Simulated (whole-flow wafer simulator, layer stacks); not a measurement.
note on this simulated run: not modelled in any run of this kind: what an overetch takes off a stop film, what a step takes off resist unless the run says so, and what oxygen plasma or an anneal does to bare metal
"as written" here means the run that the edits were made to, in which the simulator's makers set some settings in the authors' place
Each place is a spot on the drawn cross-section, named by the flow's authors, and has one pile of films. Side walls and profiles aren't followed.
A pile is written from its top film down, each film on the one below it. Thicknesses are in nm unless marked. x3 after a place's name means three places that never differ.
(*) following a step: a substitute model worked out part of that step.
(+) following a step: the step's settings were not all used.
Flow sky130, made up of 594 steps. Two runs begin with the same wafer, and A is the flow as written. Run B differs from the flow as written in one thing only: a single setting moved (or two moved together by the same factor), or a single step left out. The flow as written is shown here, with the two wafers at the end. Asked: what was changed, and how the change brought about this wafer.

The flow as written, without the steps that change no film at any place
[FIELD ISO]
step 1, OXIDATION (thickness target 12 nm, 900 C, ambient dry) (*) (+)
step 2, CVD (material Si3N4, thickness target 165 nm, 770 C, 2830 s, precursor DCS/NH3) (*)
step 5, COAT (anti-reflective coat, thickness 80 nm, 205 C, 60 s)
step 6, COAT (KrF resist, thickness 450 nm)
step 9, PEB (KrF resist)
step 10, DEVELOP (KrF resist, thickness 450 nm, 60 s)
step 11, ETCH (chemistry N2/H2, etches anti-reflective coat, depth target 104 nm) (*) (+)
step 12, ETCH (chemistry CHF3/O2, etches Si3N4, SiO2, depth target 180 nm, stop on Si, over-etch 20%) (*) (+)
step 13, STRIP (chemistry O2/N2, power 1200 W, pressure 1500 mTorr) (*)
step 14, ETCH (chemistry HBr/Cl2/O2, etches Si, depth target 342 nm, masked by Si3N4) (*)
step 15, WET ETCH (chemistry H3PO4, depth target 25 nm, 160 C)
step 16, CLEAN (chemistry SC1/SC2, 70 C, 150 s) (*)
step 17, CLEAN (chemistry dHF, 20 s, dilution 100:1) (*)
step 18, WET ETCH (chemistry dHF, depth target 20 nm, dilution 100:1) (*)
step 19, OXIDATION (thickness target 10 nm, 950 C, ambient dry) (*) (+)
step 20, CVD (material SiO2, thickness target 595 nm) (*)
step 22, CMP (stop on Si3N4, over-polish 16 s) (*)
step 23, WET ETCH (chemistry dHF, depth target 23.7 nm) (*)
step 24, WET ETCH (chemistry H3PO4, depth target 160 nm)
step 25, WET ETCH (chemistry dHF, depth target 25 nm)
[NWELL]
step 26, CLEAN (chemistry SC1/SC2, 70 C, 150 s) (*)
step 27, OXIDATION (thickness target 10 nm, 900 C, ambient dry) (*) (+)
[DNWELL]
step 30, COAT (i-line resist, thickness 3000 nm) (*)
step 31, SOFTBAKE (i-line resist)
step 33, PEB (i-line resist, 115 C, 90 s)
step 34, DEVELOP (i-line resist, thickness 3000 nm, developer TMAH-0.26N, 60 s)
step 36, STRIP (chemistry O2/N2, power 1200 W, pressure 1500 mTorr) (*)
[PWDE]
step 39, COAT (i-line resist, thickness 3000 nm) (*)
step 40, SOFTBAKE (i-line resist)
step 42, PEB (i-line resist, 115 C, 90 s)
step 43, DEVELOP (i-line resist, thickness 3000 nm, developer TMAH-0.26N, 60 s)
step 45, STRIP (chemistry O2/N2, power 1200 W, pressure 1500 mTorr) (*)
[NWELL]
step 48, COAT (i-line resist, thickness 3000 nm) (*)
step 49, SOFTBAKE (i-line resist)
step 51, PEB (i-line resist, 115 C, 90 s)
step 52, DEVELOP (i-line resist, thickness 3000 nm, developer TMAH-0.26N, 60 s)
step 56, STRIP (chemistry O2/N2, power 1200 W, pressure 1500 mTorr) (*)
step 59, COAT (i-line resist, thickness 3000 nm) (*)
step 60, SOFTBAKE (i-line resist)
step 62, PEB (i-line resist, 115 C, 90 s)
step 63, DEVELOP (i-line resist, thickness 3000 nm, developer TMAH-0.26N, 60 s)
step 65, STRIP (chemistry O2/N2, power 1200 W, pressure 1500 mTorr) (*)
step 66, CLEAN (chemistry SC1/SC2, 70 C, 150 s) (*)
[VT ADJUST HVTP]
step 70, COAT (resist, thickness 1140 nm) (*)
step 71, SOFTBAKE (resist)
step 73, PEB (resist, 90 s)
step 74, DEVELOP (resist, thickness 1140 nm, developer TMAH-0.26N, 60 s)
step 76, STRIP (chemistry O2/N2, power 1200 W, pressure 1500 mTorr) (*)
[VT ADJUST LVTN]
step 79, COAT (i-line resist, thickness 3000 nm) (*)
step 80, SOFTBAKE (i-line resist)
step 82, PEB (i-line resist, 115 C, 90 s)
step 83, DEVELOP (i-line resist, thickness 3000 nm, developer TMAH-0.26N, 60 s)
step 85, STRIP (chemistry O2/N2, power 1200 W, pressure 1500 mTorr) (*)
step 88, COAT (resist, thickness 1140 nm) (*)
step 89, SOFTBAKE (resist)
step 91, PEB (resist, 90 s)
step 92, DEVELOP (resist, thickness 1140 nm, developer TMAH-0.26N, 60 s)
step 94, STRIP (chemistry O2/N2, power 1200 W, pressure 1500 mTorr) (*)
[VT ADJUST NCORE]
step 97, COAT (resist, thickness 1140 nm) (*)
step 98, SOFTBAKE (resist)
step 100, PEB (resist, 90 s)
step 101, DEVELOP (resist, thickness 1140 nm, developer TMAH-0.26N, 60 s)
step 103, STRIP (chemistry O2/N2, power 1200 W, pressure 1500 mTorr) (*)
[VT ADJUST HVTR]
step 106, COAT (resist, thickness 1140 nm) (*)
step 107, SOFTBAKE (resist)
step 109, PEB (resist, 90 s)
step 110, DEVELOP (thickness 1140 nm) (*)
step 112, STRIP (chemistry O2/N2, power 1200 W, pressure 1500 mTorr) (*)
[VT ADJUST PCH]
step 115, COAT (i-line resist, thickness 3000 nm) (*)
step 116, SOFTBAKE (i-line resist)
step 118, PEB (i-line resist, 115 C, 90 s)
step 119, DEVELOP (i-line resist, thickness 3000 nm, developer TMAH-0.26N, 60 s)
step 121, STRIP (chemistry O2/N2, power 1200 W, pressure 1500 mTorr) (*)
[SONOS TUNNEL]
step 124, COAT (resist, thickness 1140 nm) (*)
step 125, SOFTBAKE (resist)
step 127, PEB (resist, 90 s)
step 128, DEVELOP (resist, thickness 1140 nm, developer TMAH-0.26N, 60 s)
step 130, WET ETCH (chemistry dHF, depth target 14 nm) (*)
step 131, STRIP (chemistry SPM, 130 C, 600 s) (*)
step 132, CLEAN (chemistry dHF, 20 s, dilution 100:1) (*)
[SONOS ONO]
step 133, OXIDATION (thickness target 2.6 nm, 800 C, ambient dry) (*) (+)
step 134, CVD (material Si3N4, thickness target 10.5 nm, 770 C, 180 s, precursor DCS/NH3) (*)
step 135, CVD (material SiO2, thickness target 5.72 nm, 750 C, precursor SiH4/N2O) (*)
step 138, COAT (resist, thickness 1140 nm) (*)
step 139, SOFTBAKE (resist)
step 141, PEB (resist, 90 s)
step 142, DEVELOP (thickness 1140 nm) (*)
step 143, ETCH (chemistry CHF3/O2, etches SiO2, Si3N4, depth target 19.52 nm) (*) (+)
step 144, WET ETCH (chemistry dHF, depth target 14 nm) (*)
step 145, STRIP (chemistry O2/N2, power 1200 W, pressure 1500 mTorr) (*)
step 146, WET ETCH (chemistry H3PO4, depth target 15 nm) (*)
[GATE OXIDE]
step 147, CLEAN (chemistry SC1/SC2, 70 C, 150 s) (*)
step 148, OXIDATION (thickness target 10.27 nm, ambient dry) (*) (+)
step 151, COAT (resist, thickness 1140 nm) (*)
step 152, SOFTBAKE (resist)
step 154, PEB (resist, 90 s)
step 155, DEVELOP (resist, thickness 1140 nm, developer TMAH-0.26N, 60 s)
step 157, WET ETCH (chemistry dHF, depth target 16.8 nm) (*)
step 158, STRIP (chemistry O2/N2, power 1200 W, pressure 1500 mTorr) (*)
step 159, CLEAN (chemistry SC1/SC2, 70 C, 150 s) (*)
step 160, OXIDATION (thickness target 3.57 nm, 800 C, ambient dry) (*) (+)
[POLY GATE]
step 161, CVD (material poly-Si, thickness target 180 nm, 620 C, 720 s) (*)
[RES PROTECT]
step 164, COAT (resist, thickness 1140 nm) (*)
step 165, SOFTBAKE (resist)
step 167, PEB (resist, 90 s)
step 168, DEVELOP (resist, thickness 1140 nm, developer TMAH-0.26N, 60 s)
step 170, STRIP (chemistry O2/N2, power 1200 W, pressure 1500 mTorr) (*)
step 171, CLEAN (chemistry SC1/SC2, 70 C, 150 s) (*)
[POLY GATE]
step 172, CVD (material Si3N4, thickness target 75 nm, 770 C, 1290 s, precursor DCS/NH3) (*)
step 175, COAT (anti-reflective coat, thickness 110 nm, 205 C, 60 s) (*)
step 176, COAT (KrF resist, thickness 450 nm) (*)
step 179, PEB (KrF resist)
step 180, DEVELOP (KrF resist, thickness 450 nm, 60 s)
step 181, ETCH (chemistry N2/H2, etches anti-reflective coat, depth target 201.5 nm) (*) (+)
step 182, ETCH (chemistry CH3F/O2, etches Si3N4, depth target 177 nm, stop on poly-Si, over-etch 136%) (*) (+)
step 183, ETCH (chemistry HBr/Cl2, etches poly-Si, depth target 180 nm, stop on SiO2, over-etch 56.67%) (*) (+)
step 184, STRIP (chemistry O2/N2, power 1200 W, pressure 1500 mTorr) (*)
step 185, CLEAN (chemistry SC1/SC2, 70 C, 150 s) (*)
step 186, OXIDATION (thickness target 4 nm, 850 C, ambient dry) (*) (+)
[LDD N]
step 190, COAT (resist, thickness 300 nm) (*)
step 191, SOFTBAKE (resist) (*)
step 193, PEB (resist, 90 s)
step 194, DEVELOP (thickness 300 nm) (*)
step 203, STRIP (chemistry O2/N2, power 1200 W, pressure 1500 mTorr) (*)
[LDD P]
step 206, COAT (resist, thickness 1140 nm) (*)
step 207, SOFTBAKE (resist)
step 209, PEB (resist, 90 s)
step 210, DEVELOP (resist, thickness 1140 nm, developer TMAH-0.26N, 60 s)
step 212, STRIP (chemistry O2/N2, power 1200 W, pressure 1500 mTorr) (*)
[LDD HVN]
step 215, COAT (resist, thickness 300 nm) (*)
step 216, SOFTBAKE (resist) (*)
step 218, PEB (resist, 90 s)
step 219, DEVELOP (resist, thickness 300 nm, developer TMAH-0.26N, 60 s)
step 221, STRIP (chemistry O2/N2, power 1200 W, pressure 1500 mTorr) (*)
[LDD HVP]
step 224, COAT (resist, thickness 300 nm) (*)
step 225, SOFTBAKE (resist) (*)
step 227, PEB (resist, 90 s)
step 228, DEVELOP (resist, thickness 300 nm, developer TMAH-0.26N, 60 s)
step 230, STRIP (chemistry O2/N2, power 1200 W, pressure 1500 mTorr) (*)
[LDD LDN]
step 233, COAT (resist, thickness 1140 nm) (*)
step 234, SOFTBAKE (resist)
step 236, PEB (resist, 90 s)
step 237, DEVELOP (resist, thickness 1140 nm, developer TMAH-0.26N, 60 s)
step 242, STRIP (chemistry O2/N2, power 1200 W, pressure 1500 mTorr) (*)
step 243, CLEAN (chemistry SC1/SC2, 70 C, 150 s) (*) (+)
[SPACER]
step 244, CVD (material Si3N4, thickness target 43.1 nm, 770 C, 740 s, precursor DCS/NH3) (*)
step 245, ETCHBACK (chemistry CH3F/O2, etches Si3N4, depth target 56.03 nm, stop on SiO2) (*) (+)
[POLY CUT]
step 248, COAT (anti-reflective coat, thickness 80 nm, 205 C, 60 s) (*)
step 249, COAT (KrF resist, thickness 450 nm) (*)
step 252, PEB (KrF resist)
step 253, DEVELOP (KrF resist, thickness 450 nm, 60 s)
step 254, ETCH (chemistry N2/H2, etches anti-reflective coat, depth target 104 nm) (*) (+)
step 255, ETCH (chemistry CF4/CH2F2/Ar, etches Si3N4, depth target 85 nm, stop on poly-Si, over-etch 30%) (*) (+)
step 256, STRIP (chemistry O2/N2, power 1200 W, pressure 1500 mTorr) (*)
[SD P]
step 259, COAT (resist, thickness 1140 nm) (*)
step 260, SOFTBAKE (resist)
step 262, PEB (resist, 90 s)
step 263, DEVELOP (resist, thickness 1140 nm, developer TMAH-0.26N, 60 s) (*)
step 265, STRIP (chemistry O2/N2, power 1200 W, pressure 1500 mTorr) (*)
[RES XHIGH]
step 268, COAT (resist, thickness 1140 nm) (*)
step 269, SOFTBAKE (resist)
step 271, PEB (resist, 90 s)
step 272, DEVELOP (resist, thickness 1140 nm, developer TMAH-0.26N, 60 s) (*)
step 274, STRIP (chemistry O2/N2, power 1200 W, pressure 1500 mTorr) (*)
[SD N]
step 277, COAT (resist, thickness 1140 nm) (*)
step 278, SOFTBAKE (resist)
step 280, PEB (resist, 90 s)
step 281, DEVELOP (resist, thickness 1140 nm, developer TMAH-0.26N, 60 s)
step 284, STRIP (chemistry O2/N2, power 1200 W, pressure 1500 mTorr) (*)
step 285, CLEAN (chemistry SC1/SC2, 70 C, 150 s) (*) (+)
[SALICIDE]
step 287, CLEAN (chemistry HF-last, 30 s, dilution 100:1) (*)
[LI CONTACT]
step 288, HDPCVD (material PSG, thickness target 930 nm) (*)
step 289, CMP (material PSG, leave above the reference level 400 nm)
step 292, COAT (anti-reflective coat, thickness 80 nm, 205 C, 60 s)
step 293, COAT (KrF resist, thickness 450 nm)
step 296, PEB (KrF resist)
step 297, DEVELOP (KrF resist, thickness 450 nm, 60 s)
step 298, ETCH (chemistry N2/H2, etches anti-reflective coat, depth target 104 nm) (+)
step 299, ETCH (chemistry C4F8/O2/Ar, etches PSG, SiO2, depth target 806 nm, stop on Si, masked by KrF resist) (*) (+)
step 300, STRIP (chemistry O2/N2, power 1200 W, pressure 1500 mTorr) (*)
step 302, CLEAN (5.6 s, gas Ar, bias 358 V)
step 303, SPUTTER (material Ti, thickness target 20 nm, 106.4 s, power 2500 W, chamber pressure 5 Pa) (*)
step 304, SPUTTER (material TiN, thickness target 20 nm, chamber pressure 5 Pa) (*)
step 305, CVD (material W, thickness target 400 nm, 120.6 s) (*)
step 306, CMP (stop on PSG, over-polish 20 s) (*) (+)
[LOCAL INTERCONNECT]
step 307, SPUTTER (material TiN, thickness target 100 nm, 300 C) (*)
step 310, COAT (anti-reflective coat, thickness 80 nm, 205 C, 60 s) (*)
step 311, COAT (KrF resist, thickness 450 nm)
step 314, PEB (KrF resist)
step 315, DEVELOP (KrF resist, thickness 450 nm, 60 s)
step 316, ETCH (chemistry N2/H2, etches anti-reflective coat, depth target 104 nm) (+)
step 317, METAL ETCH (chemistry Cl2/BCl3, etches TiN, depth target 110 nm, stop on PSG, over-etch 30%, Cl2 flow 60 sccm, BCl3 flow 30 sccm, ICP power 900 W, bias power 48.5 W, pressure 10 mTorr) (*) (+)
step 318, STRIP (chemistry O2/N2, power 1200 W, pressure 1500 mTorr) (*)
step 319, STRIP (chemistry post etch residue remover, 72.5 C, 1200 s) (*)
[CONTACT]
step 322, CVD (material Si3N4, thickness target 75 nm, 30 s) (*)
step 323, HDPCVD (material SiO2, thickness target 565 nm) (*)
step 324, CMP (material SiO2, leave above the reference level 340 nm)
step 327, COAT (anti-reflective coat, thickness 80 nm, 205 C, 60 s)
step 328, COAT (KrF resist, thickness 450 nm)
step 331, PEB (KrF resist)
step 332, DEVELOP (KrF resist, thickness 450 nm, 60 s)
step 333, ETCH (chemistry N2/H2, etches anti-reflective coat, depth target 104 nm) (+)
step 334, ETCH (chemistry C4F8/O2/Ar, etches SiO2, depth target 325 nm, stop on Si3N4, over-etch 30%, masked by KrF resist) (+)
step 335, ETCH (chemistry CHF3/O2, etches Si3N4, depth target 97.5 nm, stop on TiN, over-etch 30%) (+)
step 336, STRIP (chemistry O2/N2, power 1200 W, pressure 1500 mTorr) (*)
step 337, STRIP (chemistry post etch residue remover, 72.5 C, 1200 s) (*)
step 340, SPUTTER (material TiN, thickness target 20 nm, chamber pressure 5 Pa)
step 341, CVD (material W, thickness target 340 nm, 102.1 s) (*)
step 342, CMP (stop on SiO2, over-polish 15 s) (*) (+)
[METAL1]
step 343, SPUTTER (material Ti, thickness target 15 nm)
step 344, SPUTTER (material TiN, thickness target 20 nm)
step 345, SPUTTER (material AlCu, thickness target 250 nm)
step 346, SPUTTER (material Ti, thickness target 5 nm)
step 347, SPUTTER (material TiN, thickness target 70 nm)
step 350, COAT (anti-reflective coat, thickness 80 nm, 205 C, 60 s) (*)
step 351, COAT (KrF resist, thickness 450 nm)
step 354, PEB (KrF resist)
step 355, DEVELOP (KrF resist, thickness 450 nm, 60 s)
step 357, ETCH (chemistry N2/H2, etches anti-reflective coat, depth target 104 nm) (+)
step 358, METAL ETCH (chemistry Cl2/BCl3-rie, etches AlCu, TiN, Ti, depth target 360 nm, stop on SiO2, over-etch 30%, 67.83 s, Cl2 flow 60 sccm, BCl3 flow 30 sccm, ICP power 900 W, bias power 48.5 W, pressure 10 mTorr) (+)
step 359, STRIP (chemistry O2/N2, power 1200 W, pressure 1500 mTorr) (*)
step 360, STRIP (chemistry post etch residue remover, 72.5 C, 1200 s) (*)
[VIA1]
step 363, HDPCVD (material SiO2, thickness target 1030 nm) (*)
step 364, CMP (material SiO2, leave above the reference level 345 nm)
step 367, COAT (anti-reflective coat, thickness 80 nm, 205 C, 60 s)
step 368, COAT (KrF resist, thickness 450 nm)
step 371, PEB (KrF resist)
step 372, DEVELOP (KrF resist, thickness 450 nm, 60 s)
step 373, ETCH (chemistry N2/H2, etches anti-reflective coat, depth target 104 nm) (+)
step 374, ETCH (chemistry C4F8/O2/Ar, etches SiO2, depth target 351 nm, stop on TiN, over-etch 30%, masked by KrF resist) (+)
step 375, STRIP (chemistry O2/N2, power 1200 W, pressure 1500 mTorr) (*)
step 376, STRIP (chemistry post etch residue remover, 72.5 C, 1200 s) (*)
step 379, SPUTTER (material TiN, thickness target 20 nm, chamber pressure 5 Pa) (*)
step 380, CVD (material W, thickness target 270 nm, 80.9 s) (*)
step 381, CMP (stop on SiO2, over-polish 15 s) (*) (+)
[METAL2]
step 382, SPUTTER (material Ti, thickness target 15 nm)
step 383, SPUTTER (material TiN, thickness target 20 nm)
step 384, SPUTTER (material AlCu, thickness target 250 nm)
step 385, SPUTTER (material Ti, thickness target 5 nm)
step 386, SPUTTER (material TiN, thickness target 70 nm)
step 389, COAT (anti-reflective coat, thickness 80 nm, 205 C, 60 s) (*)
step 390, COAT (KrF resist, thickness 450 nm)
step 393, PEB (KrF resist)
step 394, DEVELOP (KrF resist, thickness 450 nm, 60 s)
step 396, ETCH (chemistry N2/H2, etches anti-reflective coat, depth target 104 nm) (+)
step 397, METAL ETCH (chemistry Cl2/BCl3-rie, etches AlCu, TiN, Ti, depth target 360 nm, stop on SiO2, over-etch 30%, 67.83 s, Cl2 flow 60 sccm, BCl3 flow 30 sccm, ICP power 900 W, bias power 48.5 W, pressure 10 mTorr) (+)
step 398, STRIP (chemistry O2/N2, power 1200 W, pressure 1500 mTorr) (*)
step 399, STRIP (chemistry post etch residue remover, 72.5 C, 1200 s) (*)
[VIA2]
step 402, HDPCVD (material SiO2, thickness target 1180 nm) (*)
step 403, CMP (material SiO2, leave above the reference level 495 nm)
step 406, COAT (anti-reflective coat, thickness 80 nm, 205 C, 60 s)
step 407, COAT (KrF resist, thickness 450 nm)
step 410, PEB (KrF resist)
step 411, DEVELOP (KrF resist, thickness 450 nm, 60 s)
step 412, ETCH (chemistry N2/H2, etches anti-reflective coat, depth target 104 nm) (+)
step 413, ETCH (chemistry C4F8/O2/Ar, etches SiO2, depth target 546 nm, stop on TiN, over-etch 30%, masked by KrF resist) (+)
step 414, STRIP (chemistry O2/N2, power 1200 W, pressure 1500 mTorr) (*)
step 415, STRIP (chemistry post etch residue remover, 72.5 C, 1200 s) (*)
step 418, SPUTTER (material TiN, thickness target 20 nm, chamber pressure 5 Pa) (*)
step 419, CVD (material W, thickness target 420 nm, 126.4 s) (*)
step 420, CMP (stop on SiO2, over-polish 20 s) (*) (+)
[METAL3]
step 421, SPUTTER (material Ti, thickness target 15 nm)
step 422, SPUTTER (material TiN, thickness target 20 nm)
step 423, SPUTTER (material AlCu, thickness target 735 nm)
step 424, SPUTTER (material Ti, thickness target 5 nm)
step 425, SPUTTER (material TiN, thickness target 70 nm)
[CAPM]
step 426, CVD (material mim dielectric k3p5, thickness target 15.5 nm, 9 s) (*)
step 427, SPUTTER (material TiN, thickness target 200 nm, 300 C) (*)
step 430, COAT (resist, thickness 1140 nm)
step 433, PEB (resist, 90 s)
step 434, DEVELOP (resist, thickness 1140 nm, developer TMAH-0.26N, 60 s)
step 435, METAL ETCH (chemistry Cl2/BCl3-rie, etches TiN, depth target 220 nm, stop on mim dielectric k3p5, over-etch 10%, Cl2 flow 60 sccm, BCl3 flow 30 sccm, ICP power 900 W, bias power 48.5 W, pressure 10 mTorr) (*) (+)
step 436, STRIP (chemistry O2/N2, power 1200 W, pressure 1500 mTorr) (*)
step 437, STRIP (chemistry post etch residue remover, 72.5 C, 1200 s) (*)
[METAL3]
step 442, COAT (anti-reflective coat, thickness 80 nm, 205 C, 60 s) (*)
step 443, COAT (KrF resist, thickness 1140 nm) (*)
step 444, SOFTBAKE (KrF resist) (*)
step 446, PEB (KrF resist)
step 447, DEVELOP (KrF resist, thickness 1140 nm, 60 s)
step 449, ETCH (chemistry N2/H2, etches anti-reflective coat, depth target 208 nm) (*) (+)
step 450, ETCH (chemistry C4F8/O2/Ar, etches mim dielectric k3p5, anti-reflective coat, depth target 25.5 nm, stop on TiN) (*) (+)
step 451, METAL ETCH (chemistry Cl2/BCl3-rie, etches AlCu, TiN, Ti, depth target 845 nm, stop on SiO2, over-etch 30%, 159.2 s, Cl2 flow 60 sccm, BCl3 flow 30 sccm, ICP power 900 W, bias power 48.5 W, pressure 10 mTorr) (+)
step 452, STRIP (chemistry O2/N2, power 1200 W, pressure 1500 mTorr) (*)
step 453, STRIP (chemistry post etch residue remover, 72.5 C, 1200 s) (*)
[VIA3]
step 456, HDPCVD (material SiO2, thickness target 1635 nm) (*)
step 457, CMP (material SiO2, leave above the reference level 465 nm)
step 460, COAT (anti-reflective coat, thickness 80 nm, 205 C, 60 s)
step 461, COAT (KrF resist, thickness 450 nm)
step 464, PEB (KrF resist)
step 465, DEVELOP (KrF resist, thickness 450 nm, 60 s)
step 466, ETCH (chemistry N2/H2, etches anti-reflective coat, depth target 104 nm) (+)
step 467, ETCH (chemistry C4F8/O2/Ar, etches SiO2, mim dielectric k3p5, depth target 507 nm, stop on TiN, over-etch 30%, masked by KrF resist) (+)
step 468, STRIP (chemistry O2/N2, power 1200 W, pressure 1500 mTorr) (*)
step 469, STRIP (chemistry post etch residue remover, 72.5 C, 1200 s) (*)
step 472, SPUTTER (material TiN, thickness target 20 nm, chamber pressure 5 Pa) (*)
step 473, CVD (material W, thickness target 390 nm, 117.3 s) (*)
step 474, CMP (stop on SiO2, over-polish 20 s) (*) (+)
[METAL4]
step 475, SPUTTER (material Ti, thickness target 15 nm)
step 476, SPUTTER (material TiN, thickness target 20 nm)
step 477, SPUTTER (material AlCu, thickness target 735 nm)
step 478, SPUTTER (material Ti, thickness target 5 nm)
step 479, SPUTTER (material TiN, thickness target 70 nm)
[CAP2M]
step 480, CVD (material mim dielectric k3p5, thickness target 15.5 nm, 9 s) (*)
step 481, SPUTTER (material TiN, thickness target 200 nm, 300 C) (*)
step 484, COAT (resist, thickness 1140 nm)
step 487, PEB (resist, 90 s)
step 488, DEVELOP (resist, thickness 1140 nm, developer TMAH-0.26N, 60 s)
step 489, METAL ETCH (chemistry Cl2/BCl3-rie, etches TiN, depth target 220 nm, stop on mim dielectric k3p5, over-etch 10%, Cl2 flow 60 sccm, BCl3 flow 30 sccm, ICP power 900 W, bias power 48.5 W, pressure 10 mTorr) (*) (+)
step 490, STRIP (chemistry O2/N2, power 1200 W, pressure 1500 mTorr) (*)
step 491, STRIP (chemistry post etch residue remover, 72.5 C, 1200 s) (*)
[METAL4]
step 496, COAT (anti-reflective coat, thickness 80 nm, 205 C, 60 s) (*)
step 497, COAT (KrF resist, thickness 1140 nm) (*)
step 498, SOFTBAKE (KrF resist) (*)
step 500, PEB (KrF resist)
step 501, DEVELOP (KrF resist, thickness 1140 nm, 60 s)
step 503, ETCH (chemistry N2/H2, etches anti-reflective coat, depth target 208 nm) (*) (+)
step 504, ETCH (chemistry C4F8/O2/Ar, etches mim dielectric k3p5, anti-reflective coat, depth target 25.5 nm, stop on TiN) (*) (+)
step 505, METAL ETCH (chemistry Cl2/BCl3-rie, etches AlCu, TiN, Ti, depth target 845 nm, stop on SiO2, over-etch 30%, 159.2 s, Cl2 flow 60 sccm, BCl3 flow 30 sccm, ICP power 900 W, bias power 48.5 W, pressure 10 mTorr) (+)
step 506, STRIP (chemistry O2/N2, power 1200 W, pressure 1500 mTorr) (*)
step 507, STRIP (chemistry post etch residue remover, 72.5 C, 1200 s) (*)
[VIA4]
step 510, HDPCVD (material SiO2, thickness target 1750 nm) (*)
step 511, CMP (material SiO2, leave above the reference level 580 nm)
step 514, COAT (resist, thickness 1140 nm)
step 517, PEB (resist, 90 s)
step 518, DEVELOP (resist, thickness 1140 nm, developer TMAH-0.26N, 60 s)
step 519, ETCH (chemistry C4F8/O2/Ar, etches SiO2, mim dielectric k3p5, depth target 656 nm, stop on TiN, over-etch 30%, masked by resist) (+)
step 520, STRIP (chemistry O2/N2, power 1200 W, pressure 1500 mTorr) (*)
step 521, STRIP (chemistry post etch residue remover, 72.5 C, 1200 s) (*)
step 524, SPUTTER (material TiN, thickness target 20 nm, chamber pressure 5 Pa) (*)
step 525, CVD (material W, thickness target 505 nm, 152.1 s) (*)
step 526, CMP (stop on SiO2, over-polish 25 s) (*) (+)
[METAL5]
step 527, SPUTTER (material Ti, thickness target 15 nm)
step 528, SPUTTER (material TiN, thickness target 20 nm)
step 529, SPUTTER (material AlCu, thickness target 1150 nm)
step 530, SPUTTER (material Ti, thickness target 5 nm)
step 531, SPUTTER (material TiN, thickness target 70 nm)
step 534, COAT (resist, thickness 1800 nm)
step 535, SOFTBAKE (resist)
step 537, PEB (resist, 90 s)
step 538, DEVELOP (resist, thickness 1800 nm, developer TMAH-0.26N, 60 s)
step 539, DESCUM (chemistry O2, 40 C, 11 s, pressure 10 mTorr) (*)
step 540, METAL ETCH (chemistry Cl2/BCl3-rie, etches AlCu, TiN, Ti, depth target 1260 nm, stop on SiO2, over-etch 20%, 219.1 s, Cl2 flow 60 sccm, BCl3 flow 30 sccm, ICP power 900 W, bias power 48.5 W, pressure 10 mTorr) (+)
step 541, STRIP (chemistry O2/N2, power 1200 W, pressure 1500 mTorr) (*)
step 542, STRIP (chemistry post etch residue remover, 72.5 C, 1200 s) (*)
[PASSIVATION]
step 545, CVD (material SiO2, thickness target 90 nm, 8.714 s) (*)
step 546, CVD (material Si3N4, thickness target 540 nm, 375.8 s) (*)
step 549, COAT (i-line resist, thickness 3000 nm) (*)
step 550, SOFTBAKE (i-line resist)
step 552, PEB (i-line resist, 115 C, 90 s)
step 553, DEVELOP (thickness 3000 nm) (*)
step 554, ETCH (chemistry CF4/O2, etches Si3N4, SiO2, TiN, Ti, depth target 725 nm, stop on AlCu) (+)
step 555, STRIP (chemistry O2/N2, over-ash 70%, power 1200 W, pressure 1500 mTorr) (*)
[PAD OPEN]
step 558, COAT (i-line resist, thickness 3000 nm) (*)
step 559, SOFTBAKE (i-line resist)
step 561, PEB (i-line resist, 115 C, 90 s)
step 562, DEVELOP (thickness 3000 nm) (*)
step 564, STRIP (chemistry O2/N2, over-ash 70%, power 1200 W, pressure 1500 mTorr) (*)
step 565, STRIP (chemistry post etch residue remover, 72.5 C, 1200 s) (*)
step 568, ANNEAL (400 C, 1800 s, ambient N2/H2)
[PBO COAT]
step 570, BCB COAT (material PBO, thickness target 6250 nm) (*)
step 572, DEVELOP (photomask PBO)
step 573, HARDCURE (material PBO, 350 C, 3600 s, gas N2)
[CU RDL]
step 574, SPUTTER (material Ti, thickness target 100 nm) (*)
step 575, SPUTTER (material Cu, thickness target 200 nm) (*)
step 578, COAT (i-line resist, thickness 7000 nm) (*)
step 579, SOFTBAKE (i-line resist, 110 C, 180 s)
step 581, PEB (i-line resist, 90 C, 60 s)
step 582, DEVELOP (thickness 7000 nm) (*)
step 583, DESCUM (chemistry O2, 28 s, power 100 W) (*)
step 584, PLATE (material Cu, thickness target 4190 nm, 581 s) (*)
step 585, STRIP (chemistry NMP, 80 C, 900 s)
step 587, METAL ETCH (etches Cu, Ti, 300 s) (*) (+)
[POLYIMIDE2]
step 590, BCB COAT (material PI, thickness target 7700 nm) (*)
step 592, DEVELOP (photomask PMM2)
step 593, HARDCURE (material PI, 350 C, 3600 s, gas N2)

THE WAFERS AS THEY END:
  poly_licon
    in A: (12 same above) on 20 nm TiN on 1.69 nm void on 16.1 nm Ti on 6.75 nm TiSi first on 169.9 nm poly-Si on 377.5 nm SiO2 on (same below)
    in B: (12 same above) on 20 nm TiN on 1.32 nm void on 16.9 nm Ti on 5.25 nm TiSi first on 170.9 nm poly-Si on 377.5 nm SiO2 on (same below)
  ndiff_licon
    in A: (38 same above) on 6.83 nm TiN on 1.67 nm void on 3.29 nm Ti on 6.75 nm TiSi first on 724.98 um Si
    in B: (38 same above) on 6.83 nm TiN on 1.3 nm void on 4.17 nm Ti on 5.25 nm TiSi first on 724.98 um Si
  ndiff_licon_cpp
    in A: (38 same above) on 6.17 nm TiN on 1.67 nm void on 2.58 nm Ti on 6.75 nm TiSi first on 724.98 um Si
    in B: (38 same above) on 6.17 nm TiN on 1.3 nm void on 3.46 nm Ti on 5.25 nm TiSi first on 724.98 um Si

The reason: step 568, ANNEAL: 382 C was run, though the flow has 400 C.

How this came from the change, step by step:
  step 568, ANNEAL (400 C, 1800 s, ambient N2/H2)
      poly_licon, rpo_hd_licon: A under 11 films: void gains 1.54 (new film), Ti loses 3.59, TiSi first gains 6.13 (new film), poly-Si loses 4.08 | B under 11 films: void gains 1.11 (new film), Ti loses 2.59, TiSi first gains 4.43 (new film), poly-Si loses 2.95
      ndiff_licon, ndiff_licon_cpp: A under 37 films: void gains 1.52 (new film), Ti loses 3.59, TiSi first gains 6.13 (new film), Si loses 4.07 | B under 37 films: void gains 1.1 (new film), Ti loses 2.59, TiSi first gains 4.43 (new film), Si loses 2.94
